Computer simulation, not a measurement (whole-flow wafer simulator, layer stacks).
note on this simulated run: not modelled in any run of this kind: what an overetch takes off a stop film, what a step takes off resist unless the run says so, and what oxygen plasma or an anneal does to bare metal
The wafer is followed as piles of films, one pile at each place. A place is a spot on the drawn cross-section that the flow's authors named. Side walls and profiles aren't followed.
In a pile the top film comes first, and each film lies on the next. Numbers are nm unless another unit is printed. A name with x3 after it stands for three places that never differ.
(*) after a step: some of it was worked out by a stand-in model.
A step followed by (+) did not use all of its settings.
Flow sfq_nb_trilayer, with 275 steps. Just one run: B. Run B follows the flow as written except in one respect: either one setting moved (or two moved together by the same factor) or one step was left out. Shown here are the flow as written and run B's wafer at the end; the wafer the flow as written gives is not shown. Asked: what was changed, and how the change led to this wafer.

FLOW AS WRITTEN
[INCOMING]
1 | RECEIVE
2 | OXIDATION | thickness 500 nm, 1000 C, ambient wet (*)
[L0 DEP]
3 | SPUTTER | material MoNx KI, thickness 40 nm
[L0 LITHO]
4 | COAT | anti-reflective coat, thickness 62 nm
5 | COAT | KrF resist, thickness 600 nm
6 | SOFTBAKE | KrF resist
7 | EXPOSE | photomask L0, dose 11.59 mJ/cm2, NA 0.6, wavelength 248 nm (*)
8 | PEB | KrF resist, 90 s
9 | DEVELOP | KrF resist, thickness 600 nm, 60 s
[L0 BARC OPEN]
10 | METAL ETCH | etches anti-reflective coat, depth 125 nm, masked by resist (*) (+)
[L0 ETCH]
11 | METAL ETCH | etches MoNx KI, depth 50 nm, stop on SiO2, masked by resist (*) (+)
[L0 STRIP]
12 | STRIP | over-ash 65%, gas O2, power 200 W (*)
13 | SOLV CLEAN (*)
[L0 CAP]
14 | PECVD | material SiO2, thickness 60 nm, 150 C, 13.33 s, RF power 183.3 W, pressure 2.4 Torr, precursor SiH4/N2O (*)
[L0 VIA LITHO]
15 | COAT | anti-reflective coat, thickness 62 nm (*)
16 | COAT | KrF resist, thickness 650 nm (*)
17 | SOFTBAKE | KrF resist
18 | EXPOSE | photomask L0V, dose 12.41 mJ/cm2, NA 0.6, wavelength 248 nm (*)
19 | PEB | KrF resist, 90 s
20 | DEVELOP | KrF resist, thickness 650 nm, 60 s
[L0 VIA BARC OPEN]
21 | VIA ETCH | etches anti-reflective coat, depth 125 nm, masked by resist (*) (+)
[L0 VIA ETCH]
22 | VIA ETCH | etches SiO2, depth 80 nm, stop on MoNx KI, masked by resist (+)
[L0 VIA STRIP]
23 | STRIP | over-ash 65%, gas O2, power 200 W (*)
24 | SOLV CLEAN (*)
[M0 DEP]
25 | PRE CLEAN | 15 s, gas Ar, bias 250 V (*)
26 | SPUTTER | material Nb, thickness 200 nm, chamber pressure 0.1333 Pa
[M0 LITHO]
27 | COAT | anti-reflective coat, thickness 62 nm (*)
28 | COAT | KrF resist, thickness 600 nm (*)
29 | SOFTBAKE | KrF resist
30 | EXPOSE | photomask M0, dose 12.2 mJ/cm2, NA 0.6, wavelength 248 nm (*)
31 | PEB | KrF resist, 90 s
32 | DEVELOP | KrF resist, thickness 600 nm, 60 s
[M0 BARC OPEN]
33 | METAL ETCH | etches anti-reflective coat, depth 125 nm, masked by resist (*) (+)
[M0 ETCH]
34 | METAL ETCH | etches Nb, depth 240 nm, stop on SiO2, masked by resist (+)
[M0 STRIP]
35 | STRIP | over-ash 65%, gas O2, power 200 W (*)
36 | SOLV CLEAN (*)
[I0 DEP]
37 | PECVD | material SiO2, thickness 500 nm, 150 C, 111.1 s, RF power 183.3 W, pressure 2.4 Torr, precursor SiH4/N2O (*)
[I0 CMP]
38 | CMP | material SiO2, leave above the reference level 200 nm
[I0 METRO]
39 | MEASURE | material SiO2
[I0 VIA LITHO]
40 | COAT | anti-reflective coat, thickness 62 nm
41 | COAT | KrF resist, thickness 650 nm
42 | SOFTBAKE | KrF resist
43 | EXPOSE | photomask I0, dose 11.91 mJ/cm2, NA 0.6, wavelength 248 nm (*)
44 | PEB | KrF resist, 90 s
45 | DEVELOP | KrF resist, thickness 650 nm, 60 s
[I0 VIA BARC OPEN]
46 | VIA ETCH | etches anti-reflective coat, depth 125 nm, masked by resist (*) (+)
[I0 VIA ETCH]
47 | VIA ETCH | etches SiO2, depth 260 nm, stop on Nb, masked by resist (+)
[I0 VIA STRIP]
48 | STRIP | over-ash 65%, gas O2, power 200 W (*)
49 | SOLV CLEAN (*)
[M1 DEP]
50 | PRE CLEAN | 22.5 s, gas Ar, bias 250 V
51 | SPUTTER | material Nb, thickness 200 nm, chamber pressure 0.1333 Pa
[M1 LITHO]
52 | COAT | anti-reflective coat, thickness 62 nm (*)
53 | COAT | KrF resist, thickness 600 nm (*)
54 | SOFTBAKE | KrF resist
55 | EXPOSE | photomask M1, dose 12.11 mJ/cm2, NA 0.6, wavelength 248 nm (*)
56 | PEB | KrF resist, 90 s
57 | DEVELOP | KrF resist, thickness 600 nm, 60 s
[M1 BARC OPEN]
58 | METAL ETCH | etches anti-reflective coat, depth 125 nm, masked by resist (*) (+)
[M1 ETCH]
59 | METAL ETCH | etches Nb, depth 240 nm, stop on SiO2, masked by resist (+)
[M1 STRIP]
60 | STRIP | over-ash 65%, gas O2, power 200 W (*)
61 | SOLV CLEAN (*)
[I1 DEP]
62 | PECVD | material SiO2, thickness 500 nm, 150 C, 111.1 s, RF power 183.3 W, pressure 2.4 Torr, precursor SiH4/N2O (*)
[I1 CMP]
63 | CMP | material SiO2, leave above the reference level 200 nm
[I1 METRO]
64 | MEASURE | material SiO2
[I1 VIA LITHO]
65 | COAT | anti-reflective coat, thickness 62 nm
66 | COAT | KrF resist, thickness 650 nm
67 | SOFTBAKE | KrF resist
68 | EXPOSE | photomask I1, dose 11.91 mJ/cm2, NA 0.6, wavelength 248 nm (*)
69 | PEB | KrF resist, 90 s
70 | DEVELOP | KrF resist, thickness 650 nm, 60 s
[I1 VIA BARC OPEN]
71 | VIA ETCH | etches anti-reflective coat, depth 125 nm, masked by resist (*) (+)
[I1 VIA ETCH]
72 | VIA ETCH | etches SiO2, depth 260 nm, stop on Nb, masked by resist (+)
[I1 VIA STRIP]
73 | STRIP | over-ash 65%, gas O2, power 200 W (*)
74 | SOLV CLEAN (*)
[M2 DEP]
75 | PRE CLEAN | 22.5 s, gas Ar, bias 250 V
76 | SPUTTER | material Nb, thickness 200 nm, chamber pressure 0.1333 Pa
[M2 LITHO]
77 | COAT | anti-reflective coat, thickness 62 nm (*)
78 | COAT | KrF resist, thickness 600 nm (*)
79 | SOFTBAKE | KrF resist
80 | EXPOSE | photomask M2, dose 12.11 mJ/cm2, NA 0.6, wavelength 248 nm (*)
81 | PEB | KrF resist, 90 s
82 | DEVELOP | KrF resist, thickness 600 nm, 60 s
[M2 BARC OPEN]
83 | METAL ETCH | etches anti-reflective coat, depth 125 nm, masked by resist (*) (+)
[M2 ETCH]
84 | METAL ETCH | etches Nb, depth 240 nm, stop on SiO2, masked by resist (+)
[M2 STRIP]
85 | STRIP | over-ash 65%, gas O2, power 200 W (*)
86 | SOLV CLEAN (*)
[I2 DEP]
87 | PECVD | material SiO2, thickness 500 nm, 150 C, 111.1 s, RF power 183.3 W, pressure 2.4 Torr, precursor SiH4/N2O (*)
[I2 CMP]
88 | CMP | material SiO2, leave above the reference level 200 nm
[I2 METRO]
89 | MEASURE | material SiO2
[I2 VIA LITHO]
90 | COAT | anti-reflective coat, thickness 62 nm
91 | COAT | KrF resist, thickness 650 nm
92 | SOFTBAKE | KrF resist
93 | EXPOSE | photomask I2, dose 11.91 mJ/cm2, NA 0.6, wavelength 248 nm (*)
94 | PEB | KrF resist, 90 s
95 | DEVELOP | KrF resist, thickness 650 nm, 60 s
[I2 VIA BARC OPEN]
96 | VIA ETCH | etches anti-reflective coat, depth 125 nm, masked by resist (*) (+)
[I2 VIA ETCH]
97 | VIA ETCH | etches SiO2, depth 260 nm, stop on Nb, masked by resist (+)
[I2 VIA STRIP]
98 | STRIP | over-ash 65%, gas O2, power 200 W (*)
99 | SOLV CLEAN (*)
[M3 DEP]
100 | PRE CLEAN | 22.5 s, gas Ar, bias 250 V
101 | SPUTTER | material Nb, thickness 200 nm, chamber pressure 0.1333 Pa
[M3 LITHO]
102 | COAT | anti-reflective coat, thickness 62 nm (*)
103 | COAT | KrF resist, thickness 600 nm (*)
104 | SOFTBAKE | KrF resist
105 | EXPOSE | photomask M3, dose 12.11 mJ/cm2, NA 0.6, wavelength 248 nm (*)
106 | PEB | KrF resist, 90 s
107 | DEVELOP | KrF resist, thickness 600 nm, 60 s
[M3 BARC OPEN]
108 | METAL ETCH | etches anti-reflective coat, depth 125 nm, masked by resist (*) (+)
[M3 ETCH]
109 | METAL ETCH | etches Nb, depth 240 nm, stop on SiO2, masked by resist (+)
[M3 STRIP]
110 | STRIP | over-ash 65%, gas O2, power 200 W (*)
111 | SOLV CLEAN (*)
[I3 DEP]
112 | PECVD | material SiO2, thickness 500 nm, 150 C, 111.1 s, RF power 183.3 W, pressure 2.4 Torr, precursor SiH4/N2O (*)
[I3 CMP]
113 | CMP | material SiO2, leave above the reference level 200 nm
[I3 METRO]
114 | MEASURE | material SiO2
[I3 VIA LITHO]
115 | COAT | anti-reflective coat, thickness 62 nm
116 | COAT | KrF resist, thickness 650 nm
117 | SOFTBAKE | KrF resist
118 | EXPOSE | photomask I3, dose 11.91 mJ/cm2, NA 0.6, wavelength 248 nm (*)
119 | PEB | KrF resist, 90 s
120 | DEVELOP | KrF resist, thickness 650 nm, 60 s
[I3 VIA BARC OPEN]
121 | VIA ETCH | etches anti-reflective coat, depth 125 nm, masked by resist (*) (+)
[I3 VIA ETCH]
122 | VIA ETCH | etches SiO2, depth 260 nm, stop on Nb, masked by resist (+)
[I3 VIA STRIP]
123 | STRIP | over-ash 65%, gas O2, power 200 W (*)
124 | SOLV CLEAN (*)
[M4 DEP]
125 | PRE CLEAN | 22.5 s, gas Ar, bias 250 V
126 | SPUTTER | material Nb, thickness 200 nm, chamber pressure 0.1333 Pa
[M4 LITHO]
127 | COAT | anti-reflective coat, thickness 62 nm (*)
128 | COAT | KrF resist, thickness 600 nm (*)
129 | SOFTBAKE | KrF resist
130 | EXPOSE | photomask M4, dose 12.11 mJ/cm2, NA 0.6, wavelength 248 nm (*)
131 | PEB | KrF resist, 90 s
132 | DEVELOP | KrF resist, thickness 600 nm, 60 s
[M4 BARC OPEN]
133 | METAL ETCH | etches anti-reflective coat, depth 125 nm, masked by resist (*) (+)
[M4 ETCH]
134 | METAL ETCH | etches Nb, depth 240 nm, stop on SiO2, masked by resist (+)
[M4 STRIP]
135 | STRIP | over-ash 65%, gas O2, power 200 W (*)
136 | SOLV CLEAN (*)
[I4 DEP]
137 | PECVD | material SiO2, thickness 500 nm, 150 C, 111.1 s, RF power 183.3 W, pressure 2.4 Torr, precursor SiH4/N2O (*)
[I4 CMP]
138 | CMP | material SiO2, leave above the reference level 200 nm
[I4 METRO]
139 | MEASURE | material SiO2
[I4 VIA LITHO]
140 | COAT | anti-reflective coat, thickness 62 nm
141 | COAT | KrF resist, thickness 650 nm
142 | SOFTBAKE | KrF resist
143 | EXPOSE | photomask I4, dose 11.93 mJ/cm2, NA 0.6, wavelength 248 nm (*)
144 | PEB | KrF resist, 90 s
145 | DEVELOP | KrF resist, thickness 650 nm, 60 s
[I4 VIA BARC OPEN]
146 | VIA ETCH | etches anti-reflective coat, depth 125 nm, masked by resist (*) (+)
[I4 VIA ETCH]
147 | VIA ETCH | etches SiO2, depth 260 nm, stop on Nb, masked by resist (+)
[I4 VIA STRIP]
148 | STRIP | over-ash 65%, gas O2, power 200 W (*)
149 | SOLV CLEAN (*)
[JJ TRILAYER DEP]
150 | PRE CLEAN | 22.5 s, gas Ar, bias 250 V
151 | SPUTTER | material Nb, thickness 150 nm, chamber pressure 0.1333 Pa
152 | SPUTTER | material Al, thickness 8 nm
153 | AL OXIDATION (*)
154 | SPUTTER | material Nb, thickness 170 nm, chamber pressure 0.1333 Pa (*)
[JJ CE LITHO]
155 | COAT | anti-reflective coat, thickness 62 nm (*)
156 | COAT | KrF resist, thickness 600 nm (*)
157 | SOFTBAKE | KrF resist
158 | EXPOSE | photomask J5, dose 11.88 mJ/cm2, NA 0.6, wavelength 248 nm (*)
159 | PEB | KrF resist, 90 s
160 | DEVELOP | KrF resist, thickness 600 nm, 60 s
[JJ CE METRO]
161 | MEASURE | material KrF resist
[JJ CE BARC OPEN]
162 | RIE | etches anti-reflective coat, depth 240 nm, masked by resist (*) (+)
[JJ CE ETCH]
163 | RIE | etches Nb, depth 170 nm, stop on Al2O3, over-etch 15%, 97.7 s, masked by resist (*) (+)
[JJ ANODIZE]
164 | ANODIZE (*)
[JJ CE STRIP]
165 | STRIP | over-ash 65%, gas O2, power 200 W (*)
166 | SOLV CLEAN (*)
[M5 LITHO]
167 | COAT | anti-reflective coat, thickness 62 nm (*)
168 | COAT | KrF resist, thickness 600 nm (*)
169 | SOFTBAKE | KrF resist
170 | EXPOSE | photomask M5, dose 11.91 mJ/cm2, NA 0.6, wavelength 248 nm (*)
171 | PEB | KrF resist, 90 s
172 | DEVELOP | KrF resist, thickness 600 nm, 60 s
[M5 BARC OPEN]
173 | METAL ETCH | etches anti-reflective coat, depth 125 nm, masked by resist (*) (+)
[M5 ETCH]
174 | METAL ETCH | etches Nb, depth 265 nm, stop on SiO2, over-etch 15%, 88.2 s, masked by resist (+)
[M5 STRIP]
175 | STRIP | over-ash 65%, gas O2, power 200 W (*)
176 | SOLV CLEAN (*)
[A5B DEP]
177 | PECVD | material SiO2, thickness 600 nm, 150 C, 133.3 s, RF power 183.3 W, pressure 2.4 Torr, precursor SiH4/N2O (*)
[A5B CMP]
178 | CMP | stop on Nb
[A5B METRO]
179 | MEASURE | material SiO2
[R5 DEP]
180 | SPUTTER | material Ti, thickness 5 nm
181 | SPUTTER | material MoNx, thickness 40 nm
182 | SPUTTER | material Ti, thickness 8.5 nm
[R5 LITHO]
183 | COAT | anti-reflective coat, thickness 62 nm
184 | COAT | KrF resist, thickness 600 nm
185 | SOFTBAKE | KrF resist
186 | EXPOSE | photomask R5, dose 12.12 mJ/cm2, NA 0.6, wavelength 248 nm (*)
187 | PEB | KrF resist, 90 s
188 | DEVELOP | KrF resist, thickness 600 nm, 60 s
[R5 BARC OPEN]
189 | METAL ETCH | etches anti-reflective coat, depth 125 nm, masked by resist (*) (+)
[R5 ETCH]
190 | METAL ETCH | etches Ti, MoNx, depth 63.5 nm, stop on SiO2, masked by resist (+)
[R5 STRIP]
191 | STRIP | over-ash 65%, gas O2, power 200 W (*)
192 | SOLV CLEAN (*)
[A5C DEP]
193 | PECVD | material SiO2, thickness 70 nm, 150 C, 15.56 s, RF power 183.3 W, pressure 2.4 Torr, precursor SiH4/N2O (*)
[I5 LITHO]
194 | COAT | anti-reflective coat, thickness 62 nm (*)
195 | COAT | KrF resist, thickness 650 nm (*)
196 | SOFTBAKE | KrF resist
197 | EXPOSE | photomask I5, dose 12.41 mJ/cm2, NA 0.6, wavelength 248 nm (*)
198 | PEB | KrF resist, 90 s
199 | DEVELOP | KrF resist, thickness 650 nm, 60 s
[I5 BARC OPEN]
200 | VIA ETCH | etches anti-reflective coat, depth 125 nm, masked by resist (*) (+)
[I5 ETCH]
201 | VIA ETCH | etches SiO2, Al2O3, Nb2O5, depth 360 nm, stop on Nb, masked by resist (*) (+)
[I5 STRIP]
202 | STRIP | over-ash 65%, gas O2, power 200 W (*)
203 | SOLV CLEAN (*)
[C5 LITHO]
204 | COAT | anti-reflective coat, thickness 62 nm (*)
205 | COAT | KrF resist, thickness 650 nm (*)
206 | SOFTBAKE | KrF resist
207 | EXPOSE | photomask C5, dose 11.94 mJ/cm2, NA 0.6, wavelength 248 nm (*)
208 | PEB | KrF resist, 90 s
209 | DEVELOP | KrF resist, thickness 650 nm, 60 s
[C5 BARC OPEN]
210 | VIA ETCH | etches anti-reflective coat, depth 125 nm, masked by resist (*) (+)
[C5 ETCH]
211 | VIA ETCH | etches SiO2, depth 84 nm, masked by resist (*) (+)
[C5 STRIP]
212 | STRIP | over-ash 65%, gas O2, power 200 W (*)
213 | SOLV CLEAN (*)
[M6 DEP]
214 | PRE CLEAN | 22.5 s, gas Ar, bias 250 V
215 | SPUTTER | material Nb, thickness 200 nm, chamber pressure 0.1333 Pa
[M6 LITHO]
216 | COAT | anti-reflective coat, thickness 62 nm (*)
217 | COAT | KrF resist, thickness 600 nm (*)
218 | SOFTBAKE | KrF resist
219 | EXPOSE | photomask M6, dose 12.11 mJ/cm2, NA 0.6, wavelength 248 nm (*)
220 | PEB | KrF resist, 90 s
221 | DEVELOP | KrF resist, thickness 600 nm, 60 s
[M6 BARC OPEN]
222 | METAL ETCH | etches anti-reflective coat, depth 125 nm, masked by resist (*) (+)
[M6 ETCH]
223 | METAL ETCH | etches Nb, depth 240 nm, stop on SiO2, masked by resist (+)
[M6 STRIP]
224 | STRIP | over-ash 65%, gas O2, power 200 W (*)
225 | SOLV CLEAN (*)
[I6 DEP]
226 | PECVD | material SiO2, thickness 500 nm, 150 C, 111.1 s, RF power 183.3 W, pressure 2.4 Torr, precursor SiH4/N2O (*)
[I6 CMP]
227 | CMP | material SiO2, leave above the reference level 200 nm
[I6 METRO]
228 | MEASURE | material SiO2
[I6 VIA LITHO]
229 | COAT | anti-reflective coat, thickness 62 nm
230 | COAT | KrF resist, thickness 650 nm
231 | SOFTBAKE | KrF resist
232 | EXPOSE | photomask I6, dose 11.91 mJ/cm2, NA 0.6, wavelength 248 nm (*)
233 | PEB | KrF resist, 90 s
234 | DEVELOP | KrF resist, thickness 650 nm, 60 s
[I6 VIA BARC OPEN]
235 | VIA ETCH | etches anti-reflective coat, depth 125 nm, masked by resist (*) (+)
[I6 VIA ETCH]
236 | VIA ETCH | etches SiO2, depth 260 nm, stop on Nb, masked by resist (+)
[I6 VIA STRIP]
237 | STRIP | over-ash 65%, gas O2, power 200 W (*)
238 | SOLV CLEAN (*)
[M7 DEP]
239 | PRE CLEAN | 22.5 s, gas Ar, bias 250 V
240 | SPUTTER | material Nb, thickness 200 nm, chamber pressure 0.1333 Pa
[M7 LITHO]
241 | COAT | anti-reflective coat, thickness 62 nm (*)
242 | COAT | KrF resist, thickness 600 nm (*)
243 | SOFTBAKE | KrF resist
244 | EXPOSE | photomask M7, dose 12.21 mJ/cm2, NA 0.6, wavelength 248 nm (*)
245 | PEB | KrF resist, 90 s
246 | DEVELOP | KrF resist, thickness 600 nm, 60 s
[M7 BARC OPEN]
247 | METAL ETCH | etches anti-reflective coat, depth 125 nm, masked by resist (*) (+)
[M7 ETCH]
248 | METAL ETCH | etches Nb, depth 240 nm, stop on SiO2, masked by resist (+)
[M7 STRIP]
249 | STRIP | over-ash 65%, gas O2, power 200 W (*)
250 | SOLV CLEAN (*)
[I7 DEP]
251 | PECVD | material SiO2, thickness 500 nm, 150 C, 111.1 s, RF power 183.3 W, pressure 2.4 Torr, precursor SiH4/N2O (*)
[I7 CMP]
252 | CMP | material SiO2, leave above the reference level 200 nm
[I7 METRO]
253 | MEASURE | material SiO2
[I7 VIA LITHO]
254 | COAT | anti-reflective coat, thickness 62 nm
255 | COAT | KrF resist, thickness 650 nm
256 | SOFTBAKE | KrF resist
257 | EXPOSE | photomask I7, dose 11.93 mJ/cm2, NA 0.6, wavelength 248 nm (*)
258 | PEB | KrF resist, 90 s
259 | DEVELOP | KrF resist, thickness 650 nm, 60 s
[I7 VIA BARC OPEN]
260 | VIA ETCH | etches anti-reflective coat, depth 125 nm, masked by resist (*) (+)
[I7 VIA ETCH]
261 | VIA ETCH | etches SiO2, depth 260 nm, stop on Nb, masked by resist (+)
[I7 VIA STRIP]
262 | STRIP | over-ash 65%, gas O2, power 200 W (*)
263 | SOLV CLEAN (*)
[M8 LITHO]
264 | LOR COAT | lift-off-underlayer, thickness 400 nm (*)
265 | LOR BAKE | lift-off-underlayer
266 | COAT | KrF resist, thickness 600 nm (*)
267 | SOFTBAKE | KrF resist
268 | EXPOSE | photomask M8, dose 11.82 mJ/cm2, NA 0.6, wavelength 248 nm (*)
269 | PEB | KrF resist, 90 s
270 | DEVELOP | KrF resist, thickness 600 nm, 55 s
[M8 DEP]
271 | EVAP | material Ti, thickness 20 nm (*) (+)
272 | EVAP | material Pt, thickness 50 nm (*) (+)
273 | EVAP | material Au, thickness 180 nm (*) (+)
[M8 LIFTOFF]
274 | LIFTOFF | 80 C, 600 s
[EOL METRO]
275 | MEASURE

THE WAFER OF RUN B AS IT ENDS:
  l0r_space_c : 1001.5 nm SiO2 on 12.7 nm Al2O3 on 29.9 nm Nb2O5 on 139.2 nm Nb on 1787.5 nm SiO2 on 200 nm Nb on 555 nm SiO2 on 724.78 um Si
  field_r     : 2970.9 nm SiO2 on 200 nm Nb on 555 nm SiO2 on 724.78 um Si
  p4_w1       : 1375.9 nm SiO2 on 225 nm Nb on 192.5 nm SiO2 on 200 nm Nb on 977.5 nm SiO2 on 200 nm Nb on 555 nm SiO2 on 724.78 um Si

The reason: step 126, SPUTTER: thickness 225 nm was run, whereas the flow has thickness 200 nm.
The wafer itself shows it: p4_w1 has Nb 225, and step 126 as written asks for 200 nm.

How this came from the change, step by step:
  126 | SPUTTER | material Nb, thickness 200 nm, chamber pressure 0.1333 Pa
      field_l, v_sur, via_wl and 102 more: Nb gains 225 (new film) (it would be, as written: Nb gains 200 (new film))
      via_v: Nb gains 186.5 (it would be, as written: Nb gains 165.5)
  134 | METAL ETCH | etches Nb, depth 240 nm, stop on SiO2, masked by resist (+)
      field_l, be, be_sur and 64 more: Nb loses 225 (all of it) (it would be, as written: Nb loses 200 (all of it))
  137 | PECVD | material SiO2, thickness 500 nm, 150 C, 111.1 s, RF power 183.3 W, pressure 2.4 Torr, precursor SiH4/N2O (*)
      p3_s0, p3_s1, p3_s2, p3_s3, p3_s4, p3_s5: SiO2 gains 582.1 (it would be, as written: SiO2 gains 557.1)
  138 | CMP | material SiO2, leave above the reference level 200 nm
      field_l, be, be_sur and 55 more: SiO2 loses 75 (it would be, as written: SiO2 loses 100)
      lsp_r, l0_sur, l0v: SiO2 loses 65.9 (it would be, as written: SiO2 loses 91.9)
